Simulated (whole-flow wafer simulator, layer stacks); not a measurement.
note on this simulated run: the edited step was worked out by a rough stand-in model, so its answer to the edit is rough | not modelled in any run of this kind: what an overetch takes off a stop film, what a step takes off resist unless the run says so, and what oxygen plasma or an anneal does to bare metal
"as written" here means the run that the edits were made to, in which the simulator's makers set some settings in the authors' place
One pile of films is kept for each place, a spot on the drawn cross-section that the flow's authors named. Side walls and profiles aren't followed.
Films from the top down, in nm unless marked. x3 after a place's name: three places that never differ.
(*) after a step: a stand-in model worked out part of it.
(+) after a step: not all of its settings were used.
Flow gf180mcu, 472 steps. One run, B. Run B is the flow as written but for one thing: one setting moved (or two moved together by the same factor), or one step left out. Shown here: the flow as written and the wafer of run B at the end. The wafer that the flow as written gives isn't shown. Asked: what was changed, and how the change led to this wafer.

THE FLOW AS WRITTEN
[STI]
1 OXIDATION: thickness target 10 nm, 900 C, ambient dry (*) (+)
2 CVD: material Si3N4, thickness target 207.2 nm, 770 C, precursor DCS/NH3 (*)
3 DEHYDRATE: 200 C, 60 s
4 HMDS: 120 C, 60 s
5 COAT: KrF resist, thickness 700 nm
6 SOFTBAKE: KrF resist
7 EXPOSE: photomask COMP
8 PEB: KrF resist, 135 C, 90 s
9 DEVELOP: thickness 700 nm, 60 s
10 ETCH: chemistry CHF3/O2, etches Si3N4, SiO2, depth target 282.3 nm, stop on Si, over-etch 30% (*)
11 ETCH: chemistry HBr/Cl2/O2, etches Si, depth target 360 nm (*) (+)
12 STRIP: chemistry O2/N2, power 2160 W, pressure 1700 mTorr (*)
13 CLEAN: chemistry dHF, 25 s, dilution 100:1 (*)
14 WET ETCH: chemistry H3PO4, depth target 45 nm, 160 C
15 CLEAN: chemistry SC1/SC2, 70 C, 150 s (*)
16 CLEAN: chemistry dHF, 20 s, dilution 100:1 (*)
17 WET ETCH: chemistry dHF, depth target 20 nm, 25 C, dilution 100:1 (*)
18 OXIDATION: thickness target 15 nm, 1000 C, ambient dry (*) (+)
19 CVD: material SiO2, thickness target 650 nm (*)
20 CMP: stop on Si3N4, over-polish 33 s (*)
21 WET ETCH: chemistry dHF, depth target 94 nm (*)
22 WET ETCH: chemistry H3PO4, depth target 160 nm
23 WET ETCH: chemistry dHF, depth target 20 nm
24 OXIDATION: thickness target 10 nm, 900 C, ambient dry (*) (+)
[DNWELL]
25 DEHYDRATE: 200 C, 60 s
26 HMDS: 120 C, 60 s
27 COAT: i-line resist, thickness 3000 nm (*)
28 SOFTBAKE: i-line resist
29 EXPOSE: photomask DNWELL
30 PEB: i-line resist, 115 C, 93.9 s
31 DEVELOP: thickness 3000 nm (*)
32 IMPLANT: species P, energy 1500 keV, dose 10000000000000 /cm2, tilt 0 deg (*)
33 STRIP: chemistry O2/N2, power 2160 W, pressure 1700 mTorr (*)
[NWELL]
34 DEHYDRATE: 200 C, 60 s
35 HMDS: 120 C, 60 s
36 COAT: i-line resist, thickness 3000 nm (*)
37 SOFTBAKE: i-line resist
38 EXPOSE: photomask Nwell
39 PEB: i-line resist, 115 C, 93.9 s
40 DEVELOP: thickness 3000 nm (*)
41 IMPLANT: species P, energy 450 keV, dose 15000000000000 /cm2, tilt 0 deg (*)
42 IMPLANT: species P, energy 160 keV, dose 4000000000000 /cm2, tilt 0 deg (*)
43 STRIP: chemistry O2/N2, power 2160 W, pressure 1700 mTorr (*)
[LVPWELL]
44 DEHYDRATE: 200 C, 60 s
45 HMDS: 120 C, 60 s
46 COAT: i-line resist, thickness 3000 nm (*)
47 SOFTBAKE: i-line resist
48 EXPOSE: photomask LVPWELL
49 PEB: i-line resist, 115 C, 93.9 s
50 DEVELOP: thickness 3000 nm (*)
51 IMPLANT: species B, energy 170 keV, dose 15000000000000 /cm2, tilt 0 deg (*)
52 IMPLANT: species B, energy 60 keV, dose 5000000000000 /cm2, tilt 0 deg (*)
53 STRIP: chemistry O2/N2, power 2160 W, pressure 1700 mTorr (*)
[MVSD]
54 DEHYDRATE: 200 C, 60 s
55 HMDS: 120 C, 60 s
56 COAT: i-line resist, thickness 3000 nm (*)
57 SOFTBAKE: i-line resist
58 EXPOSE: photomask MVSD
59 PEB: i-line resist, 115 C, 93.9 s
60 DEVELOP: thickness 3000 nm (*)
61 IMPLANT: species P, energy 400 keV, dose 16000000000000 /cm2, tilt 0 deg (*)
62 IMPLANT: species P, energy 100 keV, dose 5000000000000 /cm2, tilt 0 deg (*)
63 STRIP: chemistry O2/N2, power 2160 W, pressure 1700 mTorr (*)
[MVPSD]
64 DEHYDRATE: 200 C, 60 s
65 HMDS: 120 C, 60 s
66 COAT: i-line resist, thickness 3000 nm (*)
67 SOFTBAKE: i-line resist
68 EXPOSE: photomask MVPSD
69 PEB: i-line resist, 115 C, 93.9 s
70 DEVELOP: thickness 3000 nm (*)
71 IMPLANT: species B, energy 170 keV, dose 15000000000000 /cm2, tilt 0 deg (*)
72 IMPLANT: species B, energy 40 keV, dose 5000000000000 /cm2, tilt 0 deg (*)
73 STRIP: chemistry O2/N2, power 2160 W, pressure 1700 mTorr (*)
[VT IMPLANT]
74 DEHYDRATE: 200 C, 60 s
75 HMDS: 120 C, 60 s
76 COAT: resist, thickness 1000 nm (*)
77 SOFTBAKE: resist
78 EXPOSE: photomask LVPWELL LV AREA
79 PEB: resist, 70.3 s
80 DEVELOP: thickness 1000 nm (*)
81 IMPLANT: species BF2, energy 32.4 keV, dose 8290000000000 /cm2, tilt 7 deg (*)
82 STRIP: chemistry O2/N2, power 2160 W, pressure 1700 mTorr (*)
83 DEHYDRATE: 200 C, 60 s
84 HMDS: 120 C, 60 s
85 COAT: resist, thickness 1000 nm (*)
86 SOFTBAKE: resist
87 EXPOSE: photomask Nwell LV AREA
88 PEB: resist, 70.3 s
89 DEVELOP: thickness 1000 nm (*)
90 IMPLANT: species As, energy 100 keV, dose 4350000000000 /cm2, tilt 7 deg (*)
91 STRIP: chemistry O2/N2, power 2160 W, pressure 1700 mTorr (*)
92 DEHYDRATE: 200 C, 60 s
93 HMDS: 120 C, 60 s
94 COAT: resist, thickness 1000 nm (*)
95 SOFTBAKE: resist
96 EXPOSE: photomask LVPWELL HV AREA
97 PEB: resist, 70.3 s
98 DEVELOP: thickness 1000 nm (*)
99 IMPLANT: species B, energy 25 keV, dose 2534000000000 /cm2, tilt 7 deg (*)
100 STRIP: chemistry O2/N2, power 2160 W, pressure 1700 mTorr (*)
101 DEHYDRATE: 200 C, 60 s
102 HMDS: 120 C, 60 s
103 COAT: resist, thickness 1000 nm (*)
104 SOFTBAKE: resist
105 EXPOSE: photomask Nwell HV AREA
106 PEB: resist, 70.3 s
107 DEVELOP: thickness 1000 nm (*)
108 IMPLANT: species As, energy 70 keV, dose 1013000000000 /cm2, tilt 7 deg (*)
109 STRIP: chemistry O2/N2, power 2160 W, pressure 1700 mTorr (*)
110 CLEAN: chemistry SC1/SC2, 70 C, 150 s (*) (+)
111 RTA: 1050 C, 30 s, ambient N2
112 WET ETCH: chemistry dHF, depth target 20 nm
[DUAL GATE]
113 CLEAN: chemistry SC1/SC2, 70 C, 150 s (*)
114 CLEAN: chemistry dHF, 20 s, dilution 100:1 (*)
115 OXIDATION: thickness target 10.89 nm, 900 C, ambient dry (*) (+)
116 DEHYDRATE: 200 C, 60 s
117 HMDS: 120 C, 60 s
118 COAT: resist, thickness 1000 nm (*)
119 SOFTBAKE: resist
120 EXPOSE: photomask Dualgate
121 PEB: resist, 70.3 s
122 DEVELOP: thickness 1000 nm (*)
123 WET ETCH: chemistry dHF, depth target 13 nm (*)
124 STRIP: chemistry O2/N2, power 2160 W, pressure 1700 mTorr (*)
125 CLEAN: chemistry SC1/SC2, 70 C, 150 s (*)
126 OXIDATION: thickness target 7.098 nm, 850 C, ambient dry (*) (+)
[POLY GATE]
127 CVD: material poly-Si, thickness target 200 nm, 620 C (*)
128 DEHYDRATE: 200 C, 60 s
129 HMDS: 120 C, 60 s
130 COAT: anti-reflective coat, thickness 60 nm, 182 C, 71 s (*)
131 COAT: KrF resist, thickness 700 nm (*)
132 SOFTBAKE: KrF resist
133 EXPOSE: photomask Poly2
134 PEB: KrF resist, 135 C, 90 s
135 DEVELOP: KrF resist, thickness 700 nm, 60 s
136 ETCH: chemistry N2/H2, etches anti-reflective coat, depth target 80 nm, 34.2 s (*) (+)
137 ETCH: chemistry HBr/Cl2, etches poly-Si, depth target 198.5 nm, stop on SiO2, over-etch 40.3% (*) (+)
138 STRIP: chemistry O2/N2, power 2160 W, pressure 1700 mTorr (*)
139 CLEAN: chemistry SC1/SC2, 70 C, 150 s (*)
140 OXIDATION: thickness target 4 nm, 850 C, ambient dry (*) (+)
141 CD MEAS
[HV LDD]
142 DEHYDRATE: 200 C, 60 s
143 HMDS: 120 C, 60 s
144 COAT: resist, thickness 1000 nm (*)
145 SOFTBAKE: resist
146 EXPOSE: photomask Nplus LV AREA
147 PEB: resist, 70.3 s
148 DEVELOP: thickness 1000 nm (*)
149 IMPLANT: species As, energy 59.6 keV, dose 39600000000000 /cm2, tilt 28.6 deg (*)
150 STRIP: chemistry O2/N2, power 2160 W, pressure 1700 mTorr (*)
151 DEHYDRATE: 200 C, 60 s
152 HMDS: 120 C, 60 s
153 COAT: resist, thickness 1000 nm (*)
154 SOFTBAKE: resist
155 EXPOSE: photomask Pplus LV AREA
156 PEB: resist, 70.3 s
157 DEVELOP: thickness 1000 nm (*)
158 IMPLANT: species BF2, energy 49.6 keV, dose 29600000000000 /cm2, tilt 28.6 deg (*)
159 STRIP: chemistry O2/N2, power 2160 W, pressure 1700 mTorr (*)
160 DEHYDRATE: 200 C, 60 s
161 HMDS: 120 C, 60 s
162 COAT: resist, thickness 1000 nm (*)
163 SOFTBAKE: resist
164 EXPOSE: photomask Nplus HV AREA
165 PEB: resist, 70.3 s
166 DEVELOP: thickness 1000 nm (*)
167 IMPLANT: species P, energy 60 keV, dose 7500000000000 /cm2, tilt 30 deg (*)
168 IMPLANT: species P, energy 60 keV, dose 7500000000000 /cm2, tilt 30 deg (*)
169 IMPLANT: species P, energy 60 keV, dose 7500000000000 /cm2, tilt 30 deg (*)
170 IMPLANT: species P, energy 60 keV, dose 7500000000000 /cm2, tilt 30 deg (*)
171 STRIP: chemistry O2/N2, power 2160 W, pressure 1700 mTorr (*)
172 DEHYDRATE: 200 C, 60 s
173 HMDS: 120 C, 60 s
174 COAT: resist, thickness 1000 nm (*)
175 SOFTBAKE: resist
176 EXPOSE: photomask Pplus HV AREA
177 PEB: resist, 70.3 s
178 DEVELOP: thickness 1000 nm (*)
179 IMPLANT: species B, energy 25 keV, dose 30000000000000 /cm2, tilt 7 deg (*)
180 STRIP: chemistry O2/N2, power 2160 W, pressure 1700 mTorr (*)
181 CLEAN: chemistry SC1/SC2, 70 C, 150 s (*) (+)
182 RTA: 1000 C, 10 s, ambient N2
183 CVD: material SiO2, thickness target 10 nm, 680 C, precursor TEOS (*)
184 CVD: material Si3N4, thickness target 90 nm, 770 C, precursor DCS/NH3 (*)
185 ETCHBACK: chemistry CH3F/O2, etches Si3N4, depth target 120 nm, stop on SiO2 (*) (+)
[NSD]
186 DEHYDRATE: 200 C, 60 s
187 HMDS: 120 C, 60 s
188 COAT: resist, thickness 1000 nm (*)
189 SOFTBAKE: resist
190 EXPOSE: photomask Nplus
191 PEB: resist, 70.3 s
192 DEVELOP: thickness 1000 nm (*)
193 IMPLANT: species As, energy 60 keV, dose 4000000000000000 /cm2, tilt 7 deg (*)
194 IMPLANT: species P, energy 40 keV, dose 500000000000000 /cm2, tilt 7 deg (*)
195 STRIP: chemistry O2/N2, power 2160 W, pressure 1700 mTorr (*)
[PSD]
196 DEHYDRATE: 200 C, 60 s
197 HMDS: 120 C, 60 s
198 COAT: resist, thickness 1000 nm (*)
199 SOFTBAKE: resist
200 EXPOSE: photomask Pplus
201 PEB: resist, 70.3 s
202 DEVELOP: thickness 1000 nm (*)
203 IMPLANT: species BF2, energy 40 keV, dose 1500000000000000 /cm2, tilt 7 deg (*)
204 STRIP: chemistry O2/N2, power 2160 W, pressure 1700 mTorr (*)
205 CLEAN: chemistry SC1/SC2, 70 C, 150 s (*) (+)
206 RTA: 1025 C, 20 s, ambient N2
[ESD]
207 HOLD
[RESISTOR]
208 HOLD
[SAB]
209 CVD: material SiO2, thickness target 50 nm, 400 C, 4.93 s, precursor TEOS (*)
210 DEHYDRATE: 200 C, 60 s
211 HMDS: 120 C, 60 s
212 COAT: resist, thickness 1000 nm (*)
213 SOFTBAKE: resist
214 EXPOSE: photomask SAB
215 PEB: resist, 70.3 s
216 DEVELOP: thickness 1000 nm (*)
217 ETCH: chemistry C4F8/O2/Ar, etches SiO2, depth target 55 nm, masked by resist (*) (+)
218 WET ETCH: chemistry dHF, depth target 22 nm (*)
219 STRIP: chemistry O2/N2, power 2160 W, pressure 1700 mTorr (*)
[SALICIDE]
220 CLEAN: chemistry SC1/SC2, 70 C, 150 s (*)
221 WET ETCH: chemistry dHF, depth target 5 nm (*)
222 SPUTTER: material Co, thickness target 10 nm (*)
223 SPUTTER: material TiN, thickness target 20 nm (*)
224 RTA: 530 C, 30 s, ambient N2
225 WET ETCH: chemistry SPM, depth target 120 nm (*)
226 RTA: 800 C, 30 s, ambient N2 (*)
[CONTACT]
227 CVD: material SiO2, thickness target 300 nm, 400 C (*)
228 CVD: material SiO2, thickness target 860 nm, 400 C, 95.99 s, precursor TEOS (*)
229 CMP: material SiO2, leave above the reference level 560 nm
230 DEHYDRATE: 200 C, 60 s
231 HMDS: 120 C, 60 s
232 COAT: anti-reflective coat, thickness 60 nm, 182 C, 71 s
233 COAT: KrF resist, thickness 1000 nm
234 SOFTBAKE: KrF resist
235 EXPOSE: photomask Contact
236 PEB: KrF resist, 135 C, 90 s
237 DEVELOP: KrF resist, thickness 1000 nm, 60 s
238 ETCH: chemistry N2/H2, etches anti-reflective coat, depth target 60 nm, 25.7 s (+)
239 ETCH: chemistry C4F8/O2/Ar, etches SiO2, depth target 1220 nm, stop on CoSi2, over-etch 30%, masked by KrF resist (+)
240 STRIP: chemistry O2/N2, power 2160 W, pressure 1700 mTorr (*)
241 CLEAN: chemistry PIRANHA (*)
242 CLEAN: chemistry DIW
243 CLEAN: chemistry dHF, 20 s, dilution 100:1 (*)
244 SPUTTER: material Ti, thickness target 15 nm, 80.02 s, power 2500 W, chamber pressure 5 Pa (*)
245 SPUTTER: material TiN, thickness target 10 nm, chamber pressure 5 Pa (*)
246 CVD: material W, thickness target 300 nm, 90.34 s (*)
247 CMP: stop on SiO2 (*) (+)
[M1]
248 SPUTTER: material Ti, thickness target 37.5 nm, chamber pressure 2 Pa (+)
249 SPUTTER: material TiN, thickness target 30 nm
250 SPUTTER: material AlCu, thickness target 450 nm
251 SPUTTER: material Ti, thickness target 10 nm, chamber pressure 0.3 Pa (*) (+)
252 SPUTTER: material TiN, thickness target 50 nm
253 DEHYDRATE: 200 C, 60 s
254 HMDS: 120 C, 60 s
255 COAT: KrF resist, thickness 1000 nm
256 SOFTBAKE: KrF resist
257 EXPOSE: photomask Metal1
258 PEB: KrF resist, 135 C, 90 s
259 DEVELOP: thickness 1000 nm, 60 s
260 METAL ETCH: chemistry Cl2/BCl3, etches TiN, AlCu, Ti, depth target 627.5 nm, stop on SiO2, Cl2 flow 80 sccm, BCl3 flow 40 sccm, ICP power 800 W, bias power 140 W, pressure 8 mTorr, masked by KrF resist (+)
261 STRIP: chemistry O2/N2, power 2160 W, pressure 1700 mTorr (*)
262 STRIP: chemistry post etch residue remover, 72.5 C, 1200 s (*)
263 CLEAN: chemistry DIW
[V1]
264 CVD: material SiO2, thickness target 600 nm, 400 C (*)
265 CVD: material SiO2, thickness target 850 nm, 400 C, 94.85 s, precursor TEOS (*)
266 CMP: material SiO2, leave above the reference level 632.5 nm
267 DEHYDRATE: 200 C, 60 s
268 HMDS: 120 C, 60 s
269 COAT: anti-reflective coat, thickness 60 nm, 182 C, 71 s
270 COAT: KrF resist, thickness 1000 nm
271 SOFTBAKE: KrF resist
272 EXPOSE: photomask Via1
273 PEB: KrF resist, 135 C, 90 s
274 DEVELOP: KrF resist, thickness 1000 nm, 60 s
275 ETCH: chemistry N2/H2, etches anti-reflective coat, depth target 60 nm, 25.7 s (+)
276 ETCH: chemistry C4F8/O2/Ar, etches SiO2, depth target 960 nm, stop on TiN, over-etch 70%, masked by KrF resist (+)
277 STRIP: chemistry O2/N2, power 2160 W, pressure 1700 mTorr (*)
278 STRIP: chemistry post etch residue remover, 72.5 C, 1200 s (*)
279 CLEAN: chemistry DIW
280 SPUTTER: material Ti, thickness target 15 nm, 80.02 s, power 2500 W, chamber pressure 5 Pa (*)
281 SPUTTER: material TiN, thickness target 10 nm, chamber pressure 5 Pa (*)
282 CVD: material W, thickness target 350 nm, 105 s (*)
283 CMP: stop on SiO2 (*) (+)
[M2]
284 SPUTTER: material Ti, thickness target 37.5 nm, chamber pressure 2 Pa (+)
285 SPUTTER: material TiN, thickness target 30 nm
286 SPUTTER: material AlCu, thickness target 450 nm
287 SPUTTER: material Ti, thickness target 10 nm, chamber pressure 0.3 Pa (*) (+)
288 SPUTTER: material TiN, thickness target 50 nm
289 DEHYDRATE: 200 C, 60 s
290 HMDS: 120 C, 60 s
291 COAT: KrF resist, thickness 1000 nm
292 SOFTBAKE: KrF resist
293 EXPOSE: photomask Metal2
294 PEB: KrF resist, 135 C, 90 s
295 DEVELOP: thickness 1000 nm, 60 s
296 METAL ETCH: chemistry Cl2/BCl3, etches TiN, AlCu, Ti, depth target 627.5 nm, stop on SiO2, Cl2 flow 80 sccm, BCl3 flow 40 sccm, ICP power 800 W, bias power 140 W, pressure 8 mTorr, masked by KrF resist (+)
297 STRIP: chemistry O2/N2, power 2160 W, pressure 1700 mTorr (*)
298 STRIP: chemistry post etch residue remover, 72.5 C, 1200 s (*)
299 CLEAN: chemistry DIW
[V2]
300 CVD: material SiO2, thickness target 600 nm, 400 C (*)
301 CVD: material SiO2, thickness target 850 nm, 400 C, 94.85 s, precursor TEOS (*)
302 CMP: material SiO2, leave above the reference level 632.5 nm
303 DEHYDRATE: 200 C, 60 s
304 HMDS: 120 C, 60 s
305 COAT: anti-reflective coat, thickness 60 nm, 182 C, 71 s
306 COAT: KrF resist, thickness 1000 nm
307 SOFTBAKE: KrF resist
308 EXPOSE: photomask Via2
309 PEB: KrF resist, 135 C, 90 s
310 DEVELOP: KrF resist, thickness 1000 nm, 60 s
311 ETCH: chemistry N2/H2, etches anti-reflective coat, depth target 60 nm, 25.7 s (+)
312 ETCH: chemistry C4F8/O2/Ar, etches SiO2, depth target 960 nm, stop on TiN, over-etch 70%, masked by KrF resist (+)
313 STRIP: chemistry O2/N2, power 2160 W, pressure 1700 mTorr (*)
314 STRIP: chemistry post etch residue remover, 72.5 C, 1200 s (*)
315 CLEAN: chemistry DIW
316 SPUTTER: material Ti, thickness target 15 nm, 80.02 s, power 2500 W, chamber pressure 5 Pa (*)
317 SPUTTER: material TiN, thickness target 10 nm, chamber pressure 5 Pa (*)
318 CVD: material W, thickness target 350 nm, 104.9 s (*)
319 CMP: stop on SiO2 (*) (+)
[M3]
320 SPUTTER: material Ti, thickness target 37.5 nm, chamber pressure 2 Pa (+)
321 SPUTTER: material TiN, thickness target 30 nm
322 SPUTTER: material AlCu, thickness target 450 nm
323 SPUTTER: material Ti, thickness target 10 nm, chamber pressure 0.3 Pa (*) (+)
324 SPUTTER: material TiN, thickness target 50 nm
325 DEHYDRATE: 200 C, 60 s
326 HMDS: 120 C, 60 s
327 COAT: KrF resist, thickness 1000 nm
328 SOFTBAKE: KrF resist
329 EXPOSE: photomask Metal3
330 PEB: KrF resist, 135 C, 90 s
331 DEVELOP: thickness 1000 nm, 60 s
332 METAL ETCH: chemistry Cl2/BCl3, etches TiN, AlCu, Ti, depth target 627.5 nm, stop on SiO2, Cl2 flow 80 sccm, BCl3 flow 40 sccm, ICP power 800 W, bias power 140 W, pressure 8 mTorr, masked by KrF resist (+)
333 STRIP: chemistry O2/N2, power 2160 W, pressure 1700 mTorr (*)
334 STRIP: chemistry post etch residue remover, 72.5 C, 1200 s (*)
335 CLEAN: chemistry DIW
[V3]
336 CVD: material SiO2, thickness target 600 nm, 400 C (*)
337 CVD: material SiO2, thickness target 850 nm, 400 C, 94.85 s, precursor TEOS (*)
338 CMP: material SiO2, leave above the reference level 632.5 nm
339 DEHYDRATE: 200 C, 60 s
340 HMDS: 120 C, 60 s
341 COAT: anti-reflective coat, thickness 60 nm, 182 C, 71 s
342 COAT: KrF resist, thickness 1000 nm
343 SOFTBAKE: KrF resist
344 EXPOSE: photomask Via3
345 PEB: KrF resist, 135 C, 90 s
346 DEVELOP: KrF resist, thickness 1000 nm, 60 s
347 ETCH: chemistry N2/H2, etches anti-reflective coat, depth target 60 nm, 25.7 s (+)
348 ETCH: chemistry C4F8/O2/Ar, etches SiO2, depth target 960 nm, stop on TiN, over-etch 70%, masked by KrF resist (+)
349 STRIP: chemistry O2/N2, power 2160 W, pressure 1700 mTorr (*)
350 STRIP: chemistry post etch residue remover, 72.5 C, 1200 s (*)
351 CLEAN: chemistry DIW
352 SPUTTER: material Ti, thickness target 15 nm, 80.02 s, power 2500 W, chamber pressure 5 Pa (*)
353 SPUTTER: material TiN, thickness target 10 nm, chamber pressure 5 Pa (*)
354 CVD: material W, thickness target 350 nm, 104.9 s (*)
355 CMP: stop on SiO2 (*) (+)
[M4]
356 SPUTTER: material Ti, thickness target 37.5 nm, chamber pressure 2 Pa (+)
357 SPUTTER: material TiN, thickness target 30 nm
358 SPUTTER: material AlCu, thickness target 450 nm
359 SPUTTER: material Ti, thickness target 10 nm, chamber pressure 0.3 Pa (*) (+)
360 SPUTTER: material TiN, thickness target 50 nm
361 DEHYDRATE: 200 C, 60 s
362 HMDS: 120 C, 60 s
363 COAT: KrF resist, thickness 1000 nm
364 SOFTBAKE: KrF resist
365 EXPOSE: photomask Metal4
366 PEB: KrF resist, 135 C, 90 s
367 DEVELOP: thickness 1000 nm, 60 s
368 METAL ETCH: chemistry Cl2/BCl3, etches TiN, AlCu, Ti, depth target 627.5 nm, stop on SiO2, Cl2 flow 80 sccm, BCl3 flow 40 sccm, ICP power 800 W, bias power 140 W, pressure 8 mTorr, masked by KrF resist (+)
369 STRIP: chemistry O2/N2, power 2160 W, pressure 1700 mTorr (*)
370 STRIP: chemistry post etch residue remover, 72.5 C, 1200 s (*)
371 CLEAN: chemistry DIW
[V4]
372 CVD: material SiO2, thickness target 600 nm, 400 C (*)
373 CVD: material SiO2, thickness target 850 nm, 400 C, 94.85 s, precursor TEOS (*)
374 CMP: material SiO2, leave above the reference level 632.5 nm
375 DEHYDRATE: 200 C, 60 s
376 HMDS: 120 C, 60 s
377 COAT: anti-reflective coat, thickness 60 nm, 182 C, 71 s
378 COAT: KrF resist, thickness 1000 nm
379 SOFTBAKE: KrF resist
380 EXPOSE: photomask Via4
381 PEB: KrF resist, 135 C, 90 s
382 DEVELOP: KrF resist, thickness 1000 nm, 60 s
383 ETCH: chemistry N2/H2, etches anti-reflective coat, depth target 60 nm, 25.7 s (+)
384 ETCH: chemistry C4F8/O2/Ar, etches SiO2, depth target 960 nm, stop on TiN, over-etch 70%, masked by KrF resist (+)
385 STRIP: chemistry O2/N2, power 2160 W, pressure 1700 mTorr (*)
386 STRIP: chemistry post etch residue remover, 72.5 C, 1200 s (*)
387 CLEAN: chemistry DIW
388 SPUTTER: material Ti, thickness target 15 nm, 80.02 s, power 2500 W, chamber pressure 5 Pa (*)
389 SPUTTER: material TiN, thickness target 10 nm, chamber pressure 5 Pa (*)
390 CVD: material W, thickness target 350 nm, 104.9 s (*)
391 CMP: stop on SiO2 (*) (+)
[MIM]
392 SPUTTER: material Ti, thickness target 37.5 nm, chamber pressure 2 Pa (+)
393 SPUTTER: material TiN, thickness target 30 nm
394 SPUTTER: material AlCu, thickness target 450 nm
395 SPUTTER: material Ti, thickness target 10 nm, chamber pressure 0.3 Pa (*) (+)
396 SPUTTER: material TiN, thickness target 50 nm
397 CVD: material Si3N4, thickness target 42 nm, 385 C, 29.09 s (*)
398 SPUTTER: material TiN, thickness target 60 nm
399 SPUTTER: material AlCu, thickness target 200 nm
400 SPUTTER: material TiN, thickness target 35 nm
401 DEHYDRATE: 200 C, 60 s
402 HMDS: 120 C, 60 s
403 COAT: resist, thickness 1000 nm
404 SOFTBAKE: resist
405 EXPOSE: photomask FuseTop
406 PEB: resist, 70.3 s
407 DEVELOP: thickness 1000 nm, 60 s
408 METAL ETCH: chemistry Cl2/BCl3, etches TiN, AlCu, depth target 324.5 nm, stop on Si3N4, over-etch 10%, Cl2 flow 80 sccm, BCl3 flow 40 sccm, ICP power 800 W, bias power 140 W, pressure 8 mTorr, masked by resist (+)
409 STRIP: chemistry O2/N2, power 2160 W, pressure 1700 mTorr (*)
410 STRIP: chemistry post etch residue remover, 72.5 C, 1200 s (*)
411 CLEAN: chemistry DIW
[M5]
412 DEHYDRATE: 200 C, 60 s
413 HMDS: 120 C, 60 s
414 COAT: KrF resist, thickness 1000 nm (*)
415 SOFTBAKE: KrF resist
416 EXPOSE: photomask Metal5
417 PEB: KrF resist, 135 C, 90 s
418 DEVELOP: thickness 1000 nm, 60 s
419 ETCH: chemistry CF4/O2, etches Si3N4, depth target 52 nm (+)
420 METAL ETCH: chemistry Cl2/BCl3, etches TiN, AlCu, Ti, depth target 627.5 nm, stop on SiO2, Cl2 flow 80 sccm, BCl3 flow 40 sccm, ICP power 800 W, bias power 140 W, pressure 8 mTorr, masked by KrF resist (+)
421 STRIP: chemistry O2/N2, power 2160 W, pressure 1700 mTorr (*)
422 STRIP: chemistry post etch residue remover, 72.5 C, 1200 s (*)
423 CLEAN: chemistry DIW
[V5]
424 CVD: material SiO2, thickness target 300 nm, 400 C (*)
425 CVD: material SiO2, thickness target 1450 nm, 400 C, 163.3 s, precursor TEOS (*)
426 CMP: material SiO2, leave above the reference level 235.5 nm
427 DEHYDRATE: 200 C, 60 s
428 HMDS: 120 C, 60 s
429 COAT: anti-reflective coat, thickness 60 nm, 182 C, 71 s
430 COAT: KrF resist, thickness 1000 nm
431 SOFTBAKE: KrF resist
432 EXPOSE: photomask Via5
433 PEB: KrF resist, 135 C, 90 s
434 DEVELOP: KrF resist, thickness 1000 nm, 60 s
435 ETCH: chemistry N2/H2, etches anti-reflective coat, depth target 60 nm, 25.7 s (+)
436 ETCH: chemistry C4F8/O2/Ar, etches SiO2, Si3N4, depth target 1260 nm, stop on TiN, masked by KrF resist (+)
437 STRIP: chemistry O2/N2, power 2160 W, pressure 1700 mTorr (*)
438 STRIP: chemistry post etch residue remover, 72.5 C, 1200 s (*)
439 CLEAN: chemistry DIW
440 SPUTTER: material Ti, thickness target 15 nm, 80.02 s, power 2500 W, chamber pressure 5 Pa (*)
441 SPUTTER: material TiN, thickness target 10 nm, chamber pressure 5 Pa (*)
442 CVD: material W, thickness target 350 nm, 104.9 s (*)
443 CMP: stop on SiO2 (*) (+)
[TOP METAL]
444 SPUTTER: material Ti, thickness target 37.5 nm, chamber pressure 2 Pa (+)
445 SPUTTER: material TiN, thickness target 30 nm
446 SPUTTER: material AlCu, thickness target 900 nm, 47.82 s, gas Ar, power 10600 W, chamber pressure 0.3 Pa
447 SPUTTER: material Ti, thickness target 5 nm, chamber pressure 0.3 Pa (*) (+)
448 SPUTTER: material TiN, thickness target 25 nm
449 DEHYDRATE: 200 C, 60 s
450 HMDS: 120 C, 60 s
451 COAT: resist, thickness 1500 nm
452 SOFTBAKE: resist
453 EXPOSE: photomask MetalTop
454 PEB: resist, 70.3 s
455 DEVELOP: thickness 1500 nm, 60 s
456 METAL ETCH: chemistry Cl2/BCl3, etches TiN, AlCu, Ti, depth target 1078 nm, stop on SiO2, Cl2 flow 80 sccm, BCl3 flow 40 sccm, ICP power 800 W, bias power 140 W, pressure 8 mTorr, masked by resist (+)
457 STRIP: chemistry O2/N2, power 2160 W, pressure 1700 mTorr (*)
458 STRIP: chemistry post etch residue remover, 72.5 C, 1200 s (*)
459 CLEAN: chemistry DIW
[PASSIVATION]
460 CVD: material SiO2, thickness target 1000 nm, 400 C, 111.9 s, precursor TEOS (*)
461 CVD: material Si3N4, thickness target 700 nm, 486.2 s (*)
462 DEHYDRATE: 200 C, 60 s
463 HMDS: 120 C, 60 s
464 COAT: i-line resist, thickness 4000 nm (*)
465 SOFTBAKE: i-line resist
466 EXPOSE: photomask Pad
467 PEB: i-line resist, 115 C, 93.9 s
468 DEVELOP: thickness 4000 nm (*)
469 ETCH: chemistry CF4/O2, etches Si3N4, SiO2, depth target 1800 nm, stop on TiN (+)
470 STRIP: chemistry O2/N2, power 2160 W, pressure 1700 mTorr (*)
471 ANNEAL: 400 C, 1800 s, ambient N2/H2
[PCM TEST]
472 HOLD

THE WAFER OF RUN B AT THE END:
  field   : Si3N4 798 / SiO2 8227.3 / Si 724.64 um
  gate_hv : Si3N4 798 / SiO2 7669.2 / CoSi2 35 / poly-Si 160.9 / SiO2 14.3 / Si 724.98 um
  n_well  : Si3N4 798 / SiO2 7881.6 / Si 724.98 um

The cause: step 461, CVD: thickness target 798 nm was run, where the flow has thickness target 700 nm; step 461, CVD: 554.2 s was run, where the flow has 486.2 s.
It can be read off the wafer: field has Si3N4 798, and step 461 as written asks for 700 nm.

How the change led to this, step by step:
  461 CVD: material Si3N4, thickness target 700 nm, 486.2 s (*)
      field, field__w1, field__w2 and 109 more: Si3N4 +798 (new film) (as written it would be: Si3N4 +700 (new film))
  465 SOFTBAKE: i-line resist
      gate_nat: i-line resist -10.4 (as written it would be: i-line resist -9.86)
      gate_p_hv5: i-line resist -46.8 (as written it would be: i-line resist -45.7)
  469 ETCH: chemistry CF4/O2, etches Si3N4, SiO2, depth target 1800 nm, stop on TiN (+)
      pad: Si3N4 -798 (all of it), SiO2 -1000 (all of it) (as written it would be: Si3N4 -700 (all of it), SiO2 -1000 (all of it))
